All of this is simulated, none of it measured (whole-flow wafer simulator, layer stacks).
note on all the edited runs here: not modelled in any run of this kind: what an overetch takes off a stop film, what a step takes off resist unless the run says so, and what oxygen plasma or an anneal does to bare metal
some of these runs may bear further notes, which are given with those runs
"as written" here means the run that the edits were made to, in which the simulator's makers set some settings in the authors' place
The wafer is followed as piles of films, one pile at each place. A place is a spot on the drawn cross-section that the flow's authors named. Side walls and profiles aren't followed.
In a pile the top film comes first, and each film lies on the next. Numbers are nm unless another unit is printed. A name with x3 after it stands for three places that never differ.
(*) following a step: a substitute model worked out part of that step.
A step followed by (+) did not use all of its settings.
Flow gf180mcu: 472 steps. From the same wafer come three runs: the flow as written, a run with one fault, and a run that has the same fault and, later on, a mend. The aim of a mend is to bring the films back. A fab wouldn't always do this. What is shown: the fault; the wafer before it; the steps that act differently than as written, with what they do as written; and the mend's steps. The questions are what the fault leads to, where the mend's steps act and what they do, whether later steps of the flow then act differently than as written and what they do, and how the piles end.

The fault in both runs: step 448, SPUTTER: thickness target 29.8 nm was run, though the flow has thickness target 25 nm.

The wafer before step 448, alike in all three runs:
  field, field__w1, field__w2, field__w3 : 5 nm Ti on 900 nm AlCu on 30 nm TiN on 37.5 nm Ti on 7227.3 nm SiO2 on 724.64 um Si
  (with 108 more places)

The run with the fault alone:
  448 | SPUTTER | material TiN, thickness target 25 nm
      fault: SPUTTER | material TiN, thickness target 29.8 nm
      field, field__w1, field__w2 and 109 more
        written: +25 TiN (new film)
        fault: +29.8 TiN (new film)
  Later steps of the flow acting differently than as written (not shown: 4 more steps that differ only slightly, by at most 2% or 0.5 nm, whichever is larger):
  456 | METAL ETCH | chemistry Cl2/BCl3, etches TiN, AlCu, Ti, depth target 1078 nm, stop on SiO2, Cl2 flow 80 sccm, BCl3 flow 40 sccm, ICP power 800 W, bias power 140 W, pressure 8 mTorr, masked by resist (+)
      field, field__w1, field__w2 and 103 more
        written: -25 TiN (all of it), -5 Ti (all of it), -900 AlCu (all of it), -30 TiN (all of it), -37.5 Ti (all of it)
        fault: -29.8 TiN (all of it), -5 Ti (all of it), -900 AlCu (all of it), -30 TiN (all of it), -37.5 Ti (all of it)
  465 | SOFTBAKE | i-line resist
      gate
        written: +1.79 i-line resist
        fault: -0.31 i-line resist
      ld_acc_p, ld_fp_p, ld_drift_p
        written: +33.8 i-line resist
        fault: +27.1 i-line resist
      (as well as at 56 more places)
  The piles end different from the flow's at field__w8, contact, m1, m1__w1, pad, m1_nw by more than 2% or 0.5 nm, whichever is larger.
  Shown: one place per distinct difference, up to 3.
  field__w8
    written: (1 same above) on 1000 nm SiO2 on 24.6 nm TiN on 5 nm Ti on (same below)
    fault: (1 same above) on 1000 nm SiO2 on 29.4 nm TiN on 5 nm Ti on (same below)
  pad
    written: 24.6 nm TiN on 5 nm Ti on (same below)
    fault: 29.4 nm TiN on 5 nm Ti on (same below)

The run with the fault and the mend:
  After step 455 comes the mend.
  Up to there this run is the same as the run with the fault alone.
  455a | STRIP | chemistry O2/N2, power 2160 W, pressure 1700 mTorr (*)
      field__w8, contact, m1, m1__w1, pad, m1_nw
        -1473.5 resist (all of it)
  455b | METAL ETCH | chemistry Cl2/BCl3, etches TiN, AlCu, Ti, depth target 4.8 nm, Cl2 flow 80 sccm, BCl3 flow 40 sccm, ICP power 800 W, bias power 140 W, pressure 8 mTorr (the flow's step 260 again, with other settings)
      field, field__w1, field__w2 and 109 more
        -4.8 TiN
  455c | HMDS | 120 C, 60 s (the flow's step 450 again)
      alters no film at any place that is followed
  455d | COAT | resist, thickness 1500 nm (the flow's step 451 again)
      field, field__w1, field__w2 and 109 more
        +1500 resist (new film)
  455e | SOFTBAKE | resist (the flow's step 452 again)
      alters no film at any place that is followed
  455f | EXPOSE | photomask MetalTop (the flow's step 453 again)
      alters no film at any place that is followed
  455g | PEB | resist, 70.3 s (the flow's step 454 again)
      field, field__w1, field__w2 and 109 more
        -26.5 resist
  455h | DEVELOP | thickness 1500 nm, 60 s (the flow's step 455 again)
      field, field__w1, field__w2 and 103 more
        -1473.5 resist (all of it)
  None of the later steps of the flow acts differently than as written at any place that is followed.
  By the end, the piles equal the flow's at every place that both follow.
